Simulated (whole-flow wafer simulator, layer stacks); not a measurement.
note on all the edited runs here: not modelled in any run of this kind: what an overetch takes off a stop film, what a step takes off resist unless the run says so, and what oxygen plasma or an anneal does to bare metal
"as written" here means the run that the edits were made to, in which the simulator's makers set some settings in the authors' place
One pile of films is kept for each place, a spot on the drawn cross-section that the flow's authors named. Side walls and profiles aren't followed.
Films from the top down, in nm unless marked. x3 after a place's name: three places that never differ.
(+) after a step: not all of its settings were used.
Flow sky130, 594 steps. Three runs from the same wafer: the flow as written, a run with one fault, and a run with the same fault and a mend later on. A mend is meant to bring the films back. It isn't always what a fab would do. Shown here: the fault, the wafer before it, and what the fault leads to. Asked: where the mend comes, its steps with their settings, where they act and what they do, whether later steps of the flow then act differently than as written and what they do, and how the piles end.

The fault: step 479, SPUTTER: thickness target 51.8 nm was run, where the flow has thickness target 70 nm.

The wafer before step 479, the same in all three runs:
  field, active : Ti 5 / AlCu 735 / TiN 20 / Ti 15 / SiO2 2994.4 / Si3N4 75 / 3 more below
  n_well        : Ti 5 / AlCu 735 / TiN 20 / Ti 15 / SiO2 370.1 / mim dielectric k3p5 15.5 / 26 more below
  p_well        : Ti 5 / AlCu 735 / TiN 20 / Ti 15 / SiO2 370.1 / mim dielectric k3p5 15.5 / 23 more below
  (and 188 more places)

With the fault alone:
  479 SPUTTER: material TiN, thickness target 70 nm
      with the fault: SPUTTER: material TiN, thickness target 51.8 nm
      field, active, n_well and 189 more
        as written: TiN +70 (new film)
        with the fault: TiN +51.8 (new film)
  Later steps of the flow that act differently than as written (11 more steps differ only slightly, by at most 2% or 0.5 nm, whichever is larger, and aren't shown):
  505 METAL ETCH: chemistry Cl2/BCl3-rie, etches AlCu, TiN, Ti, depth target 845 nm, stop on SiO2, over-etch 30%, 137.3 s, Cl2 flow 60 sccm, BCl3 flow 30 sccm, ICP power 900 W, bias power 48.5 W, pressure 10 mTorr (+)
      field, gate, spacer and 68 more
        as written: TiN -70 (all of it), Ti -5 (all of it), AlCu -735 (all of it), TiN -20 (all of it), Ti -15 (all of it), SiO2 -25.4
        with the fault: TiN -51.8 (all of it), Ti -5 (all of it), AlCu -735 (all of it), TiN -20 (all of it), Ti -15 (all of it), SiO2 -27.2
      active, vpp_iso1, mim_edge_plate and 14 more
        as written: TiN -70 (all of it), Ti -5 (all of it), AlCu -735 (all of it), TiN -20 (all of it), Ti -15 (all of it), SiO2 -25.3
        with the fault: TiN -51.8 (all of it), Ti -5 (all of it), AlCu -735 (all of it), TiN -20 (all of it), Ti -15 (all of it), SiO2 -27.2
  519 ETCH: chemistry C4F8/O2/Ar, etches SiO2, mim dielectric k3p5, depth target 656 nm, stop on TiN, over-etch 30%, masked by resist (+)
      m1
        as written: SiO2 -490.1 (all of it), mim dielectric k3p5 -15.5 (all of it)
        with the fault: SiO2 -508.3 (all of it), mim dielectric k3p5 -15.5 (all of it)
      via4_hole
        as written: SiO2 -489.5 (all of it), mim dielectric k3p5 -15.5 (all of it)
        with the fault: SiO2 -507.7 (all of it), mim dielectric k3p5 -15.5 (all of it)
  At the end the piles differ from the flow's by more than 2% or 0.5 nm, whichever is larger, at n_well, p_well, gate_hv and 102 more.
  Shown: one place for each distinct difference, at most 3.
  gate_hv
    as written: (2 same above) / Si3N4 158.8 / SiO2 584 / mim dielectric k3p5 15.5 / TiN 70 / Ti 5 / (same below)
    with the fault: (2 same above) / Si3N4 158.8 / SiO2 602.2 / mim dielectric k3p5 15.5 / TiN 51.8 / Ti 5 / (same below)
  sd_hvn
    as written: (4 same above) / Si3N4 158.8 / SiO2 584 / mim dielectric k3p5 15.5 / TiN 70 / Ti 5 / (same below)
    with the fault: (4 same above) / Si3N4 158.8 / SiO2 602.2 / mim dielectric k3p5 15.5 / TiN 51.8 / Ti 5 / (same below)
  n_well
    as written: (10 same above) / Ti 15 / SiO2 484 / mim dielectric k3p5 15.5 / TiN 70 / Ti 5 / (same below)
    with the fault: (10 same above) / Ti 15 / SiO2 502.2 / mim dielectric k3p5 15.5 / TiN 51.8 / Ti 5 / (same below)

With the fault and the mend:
  The mend comes after step 479.
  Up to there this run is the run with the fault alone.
  479a SPUTTER: material TiN, thickness target 18.2 nm (the flow's step 479 once more, with other settings)
      field, active, n_well and 189 more
        TiN +18.2
  No later step of the flow acts differently than as written at any place that is followed.
  At the end the piles are the same as the flow's at every place that both follow.
